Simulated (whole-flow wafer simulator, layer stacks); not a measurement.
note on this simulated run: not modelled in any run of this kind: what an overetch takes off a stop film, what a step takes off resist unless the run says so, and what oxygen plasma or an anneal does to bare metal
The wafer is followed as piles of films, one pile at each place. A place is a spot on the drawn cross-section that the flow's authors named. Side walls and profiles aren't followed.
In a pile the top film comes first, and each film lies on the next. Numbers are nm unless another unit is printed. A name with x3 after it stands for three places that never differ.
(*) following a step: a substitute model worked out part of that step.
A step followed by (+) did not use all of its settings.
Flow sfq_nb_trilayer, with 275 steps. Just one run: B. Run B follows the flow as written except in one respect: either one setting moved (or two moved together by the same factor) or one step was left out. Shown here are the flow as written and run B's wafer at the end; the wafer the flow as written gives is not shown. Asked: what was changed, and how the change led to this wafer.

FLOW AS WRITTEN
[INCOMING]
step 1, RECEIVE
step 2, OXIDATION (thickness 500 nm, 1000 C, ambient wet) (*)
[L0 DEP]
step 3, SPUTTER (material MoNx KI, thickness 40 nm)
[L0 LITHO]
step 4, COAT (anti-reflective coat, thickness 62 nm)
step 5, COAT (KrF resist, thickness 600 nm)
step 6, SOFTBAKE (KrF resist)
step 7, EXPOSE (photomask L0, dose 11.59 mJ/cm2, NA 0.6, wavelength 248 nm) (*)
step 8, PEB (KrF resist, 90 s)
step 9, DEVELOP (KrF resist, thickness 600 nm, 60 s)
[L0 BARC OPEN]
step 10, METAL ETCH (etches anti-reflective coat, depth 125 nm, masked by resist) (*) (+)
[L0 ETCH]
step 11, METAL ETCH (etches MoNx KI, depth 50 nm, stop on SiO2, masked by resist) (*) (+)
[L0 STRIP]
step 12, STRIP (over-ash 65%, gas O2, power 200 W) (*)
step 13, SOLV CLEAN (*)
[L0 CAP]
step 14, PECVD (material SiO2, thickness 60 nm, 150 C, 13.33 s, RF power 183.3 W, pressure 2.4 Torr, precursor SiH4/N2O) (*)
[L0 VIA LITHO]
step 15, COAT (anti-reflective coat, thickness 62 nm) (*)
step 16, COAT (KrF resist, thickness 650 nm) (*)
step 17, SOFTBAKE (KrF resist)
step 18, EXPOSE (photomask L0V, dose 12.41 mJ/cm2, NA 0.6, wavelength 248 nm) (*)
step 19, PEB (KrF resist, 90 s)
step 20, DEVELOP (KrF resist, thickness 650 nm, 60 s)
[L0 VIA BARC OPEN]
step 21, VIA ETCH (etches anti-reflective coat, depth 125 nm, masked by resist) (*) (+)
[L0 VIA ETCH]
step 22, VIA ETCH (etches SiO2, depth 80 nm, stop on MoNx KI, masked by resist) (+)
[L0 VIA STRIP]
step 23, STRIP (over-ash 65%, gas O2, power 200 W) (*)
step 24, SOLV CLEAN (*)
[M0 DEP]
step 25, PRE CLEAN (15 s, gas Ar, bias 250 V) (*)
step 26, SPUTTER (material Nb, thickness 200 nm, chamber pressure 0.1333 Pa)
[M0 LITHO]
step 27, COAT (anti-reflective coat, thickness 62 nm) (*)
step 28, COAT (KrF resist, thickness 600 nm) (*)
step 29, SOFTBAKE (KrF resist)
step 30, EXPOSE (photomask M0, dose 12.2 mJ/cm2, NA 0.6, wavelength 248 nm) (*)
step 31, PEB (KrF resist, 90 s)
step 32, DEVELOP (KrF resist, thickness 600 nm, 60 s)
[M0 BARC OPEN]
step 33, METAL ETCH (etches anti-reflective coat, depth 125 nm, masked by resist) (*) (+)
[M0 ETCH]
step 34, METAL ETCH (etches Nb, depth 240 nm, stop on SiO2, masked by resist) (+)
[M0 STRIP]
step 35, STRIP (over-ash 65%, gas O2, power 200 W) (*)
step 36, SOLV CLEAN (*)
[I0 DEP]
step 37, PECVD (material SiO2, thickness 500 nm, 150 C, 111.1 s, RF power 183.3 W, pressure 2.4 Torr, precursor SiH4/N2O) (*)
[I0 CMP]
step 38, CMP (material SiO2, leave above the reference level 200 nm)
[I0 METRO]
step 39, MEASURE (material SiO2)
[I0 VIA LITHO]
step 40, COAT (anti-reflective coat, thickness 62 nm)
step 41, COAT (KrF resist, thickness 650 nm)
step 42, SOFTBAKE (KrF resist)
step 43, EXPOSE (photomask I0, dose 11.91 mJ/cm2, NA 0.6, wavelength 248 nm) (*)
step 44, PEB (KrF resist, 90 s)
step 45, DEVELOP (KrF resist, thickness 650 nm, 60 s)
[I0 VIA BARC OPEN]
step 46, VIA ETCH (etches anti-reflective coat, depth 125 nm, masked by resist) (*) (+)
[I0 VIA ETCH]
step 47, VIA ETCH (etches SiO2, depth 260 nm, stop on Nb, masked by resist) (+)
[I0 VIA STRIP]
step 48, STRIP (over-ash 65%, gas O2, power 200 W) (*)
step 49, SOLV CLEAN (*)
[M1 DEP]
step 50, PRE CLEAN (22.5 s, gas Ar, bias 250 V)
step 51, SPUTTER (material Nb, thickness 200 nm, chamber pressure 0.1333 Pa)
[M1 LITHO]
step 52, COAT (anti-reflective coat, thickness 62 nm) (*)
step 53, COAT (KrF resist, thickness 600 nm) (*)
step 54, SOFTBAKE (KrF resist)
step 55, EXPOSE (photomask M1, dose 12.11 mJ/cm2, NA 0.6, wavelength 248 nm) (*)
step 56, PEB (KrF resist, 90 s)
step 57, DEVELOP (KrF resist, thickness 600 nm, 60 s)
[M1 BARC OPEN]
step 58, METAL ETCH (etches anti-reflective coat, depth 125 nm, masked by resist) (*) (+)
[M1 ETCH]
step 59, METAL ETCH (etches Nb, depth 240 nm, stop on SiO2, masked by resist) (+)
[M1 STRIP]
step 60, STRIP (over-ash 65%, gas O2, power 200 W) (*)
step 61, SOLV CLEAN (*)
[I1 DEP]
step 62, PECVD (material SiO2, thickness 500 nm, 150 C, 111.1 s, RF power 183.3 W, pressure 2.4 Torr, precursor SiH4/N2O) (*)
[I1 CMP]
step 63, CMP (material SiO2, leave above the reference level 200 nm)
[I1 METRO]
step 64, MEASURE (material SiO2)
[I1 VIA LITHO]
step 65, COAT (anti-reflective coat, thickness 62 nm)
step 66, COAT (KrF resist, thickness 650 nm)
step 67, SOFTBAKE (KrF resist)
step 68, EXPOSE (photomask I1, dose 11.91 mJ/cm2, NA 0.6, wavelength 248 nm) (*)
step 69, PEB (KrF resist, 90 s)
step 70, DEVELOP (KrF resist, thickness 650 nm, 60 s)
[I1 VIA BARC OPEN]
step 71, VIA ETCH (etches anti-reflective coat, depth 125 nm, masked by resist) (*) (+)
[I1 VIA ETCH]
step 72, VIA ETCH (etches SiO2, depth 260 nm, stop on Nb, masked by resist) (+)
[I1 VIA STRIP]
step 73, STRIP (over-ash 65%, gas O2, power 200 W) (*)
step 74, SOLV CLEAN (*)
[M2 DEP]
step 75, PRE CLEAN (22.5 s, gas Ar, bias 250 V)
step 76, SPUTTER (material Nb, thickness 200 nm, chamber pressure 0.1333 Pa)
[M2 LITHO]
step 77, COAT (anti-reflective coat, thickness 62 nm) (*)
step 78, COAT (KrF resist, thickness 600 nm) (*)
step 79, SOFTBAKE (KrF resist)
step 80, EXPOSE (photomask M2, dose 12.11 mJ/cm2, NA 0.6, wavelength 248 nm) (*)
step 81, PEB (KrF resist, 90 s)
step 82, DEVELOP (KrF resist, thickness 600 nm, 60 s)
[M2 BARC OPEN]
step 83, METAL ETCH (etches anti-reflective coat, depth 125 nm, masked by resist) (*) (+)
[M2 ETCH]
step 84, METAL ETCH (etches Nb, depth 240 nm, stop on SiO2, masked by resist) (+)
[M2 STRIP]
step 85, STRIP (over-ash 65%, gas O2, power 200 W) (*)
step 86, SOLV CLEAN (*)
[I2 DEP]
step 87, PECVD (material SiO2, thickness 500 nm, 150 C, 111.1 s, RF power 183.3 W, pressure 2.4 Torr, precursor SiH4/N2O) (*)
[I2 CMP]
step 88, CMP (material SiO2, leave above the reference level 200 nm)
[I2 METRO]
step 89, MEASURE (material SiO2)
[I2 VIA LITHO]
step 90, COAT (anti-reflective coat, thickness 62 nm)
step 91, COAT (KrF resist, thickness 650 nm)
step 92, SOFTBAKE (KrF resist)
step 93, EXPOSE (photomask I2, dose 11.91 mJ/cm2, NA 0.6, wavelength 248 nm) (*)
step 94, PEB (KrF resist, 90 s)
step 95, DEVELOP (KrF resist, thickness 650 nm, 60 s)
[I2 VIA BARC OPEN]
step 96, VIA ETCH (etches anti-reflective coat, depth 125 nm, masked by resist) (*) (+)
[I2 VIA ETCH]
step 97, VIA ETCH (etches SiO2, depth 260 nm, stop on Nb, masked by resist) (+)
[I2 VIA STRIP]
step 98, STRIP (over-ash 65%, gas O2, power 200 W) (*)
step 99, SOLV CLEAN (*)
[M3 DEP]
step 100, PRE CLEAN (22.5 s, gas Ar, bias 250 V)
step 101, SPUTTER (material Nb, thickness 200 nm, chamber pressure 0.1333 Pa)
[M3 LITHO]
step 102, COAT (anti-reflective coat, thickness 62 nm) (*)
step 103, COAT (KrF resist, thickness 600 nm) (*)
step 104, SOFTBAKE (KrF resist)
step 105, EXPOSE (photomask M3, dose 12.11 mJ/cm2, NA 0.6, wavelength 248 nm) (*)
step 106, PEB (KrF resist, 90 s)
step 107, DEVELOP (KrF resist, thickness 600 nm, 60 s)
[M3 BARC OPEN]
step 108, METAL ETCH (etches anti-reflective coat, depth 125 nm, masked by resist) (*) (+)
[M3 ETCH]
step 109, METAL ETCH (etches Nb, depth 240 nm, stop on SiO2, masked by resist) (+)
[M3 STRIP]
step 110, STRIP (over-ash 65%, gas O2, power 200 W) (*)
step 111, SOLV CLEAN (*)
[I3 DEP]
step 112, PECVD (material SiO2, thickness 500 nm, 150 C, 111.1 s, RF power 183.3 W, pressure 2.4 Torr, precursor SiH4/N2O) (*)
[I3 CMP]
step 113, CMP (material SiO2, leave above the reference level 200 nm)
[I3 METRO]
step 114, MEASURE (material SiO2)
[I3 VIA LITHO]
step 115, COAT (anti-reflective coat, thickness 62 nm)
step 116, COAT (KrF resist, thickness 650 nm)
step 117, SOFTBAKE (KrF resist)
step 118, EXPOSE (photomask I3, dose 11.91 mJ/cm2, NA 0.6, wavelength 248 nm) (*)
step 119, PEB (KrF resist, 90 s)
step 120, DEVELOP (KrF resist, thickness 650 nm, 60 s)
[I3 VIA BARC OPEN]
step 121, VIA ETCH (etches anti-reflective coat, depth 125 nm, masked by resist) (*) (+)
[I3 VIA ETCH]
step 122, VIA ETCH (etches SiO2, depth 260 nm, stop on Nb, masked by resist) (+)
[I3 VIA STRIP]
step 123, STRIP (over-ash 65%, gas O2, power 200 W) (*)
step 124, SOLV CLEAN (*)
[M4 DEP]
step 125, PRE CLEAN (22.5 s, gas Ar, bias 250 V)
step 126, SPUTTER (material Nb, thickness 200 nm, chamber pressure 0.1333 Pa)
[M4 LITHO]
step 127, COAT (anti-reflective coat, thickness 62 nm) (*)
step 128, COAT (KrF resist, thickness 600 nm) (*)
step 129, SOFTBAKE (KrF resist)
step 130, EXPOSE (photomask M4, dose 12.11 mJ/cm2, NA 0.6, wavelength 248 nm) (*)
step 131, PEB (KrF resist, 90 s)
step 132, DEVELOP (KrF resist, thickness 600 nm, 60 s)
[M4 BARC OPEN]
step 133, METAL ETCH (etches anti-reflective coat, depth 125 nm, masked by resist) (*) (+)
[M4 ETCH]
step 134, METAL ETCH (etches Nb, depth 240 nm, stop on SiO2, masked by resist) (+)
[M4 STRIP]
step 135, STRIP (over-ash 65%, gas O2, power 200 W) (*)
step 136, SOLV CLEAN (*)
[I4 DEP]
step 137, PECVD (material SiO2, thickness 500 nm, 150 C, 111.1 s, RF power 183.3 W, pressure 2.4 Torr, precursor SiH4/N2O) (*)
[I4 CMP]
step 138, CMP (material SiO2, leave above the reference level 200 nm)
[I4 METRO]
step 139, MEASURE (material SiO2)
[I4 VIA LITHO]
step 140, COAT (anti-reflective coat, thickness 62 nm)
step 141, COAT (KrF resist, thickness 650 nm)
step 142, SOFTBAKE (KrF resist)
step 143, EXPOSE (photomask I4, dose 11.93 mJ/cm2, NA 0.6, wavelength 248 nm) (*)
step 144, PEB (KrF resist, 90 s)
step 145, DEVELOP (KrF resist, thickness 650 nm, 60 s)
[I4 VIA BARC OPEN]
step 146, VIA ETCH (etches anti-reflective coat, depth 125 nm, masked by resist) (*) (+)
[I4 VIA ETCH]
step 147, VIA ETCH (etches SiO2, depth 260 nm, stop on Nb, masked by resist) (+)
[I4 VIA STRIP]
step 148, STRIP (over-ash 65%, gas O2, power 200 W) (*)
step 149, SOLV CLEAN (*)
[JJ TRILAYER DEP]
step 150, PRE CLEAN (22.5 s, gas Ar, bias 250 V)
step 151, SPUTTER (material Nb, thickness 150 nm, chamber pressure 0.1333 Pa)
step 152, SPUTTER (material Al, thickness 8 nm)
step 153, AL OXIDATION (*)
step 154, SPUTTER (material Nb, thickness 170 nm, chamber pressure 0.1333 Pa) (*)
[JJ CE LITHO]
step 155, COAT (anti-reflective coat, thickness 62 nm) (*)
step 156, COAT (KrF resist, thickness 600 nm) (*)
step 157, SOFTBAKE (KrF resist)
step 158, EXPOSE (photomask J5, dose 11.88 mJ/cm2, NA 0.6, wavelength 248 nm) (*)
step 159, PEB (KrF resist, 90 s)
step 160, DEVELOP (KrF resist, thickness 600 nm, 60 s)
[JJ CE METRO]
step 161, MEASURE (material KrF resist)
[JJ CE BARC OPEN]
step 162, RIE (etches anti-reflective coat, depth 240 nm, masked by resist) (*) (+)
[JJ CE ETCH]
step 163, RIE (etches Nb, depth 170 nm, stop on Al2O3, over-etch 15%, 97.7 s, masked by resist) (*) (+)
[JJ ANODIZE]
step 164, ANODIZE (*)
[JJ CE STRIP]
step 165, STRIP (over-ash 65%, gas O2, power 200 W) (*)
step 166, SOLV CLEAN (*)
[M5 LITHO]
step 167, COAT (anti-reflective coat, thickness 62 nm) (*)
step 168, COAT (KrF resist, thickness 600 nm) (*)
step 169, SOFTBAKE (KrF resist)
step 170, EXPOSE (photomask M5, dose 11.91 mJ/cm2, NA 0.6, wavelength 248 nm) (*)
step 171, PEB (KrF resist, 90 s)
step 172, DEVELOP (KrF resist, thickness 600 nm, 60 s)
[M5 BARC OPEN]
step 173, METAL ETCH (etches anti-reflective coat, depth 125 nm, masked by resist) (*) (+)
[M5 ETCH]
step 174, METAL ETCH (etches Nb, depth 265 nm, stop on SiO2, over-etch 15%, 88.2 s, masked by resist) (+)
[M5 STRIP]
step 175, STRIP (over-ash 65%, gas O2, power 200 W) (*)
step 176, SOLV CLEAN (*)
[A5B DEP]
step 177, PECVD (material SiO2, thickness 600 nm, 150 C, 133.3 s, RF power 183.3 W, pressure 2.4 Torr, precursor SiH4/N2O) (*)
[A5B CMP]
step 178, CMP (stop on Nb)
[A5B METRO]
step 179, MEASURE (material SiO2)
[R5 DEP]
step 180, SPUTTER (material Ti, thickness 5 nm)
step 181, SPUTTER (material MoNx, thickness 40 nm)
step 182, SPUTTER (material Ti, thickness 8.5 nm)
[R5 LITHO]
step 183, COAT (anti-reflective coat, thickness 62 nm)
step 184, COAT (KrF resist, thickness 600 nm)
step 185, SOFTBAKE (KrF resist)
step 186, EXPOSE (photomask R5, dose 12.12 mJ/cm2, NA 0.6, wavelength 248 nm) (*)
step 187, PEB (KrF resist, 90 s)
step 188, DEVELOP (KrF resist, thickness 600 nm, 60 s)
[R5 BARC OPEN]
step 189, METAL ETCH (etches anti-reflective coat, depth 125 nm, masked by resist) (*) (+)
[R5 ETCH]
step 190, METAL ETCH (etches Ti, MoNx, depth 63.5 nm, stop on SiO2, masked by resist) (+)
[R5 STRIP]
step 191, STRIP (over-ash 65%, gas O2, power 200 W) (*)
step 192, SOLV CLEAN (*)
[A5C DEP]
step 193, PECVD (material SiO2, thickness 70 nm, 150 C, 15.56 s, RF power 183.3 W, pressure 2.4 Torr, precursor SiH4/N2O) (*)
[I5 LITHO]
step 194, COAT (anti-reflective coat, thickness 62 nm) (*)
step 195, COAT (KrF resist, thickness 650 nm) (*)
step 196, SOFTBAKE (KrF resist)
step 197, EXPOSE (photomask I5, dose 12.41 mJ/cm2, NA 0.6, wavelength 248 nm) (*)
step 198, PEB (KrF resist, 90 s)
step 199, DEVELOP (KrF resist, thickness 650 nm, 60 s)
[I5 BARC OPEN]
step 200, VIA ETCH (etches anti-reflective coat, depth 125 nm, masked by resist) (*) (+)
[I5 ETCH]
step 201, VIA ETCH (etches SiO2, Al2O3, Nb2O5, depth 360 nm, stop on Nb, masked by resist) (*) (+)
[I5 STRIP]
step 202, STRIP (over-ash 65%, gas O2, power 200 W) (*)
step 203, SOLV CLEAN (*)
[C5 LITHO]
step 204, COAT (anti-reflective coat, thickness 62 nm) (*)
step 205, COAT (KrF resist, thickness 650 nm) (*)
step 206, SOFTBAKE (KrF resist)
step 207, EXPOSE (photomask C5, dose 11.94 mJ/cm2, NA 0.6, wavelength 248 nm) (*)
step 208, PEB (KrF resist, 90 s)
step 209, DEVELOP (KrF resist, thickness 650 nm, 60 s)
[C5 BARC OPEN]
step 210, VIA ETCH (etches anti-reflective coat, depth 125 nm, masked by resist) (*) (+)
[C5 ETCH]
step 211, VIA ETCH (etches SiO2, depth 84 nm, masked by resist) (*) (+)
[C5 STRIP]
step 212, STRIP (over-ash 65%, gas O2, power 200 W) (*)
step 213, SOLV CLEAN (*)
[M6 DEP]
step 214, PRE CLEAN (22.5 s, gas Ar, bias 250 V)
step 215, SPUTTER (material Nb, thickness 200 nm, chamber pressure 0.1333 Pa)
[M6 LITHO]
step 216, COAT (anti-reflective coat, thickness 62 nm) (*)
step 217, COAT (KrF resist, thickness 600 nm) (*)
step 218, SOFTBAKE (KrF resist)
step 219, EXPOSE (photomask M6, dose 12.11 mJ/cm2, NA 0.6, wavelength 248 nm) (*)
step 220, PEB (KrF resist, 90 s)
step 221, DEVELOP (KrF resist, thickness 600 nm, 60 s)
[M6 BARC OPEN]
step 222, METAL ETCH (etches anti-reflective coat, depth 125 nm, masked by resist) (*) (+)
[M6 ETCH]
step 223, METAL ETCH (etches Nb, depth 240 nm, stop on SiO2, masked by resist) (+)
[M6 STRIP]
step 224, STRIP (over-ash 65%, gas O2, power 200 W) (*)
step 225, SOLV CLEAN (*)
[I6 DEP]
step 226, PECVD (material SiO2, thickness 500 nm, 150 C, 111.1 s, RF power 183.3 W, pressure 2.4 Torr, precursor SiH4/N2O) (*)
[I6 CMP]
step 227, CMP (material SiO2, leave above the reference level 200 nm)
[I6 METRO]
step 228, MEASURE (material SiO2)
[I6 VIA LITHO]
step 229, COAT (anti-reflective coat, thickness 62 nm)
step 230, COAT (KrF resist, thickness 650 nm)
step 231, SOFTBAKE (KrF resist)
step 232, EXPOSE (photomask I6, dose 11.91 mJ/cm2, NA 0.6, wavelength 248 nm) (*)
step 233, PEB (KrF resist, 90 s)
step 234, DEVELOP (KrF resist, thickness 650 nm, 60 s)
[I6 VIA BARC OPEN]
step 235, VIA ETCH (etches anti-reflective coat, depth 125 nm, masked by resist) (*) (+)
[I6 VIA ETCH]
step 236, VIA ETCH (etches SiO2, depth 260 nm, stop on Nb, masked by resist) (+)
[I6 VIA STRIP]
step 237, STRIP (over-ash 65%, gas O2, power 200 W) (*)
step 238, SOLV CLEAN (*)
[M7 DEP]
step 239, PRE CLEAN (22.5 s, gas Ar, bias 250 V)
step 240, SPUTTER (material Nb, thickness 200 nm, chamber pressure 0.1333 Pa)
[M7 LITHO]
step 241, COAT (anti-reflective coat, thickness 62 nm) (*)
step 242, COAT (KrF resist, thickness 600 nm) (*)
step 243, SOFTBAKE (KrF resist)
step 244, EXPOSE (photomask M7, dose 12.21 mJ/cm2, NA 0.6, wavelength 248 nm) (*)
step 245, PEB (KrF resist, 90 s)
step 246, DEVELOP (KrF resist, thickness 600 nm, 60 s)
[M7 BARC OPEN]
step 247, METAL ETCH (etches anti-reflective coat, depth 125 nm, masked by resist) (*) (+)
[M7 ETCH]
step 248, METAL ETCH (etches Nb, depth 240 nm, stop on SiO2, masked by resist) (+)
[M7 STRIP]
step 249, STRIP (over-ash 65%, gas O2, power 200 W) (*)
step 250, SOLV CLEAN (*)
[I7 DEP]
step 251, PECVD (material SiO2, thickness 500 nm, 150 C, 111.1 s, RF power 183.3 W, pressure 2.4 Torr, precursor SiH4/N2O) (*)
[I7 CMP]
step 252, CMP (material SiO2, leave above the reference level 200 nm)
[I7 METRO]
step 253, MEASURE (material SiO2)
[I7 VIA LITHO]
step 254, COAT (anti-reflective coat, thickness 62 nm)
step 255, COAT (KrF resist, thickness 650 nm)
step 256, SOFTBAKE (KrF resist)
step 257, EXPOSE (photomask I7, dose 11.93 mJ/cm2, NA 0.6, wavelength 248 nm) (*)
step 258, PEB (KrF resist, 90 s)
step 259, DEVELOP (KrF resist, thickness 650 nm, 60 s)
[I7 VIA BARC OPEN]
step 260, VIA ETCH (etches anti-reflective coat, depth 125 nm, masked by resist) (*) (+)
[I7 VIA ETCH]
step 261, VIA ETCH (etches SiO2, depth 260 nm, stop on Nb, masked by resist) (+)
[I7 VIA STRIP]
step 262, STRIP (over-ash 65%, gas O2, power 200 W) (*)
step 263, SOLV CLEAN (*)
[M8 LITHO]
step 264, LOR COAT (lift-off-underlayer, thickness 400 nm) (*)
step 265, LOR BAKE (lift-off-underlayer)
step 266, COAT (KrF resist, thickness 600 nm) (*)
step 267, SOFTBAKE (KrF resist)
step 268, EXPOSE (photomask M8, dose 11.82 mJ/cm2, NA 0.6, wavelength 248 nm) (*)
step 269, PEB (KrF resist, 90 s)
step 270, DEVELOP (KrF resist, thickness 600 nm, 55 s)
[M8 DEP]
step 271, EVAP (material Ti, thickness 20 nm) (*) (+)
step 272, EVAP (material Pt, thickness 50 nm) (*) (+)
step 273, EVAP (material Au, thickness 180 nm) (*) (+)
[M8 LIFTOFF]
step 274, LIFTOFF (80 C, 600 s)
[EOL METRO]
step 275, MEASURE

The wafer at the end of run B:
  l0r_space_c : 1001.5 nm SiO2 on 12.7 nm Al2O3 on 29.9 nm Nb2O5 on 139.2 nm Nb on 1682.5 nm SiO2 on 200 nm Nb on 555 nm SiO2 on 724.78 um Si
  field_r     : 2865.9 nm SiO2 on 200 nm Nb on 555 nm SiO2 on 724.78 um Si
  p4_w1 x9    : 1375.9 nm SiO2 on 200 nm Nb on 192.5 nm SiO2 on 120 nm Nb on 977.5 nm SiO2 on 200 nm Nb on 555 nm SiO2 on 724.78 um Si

The reason: step 101, SPUTTER: thickness 120 nm was run, whereas the flow has thickness 200 nm.
The wafer itself shows it: p4_w1 x9 has Nb 120, and step 101 as written asks for 200 nm.

Step by step, how the change led to this:
  step 101, SPUTTER (material Nb, thickness 200 nm, chamber pressure 0.1333 Pa)
      field_l, v_sur, via_wl and 102 more: +120 Nb (new film) (it would be, as written: +200 Nb (new film))
      via_w: +99 Nb (it would be, as written: +165.5 Nb)
  step 102, COAT (anti-reflective coat, thickness 62 nm) (*)
      via_wl, via_wr: +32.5 anti-reflective coat (new film) (it would be, as written: +34.2 anti-reflective coat (new film))
      via_w: +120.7 anti-reflective coat (new film) (it would be, as written: +124.8 anti-reflective coat (new film))
  step 109, METAL ETCH (etches Nb, depth 240 nm, stop on SiO2, masked by resist) (+)
      field_l, be, be_sur and 72 more: -120 Nb (all of it) (it would be, as written: -200 Nb (all of it))
      v_sur, via_wl, via_w and 28 more: -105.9 KrF resist (it would be, as written: -141.2 KrF resist)
  step 110, STRIP (over-ash 65%, gas O2, power 200 W) (*)
      p4_w1 x9, wl_j_sl, wl_jj and 13 more: -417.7 KrF resist (all of it), -62 anti-reflective coat (all of it) (it would be, as written: -382.4 KrF resist (all of it), -62 anti-reflective coat (all of it))
      via_wl, via_wr: -422 KrF resist (all of it), -32.5 anti-reflective coat (all of it) (it would be, as written: -384.2 KrF resist (all of it), -34.2 anti-reflective coat (all of it))
      (and at 5 other places as well)
  step 112, PECVD (material SiO2, thickness 500 nm, 150 C, 111.1 s, RF power 183.3 W, pressure 2.4 Torr, precursor SiH4/N2O) (*)
      p4_g1 x2, p3_s0 x6: +500 SiO2 (it would be, as written: +557.1 SiO2)
      via_w: +593.3 SiO2 (new film) (it would be, as written: +615 SiO2 (new film))
  step 113, CMP (material SiO2, leave above the reference level 200 nm)
      field_l, be, be_sur and 64 more: -180 SiO2 (it would be, as written: -100 SiO2)
      p4_g1 x2, p3_s0 x6: -180 SiO2 (it would be, as written: -157.1 SiO2)
      (and at 1 other place as well)
